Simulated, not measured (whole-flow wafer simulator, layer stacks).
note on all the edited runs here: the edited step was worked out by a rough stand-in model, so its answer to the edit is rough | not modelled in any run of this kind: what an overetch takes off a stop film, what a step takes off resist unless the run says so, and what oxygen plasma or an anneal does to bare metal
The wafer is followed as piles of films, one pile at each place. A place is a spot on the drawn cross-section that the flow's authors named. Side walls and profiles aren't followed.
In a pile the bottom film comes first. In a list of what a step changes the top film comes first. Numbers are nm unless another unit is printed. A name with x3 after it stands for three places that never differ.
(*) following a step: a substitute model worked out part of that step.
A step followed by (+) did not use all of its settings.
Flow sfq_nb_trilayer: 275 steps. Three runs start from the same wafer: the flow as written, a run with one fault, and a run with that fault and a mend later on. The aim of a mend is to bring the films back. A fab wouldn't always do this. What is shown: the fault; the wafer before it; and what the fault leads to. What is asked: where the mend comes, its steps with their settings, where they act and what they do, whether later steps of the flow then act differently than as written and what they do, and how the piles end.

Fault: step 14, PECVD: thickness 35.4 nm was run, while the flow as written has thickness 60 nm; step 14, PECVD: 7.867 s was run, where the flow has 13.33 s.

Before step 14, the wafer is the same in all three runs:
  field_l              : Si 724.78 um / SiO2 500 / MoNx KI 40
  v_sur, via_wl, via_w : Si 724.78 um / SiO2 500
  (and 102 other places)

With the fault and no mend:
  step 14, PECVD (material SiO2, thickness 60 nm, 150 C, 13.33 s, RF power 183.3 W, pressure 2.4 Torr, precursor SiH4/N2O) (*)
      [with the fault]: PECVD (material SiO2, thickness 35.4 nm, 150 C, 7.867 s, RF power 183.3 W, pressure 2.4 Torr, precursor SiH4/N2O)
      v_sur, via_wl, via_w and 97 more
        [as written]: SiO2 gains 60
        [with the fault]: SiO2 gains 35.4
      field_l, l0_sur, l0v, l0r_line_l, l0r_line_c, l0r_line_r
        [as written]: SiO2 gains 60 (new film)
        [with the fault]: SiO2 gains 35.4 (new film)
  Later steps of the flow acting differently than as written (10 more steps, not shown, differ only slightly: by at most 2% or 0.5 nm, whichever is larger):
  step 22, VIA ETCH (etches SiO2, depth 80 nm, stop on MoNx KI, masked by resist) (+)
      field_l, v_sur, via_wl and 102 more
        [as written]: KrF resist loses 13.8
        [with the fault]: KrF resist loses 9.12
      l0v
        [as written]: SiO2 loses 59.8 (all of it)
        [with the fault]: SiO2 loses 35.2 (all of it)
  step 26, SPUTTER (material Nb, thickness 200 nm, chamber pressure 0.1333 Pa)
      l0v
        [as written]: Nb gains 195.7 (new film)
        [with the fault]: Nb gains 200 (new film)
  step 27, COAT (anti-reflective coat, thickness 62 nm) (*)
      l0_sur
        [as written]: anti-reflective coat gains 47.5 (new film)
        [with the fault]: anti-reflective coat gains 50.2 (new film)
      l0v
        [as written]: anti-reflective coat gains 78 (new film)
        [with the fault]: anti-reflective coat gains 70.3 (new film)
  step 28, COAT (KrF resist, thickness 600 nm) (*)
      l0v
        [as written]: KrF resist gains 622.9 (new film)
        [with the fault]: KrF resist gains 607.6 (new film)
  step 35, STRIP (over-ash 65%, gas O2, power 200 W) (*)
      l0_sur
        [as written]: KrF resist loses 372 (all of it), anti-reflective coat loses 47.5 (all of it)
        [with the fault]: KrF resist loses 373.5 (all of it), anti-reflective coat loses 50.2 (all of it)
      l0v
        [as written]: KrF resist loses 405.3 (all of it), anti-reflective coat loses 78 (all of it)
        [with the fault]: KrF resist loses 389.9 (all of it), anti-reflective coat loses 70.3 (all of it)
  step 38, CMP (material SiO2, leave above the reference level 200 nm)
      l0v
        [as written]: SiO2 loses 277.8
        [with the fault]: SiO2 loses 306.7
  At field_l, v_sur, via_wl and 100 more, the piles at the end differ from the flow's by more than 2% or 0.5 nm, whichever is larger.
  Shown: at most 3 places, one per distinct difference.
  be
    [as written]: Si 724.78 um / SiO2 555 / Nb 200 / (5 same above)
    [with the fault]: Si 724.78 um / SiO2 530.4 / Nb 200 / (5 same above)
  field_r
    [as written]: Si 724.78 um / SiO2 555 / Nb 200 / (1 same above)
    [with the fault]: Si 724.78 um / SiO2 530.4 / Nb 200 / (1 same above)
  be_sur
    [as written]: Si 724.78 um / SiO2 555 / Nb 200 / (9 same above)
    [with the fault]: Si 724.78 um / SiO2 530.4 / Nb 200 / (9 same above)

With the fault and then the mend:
  After step 14 comes the mend.
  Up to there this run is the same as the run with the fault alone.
  step 14a, PECVD (material SiO2, thickness 24.6 nm, 150 C, 5.467 s, RF power 183.3 W, pressure 2.4 Torr, precursor SiH4/N2O) (the flow's step 14, run once more with other settings)
      field_l, v_sur, via_wl and 103 more
        SiO2 gains 24.6
  Later steps of the flow that are run all act as written at every place that is followed, up to a difference of at most 2% or 0.5 nm, whichever is larger.
  The piles end the same as the flow's at every place that both follow.
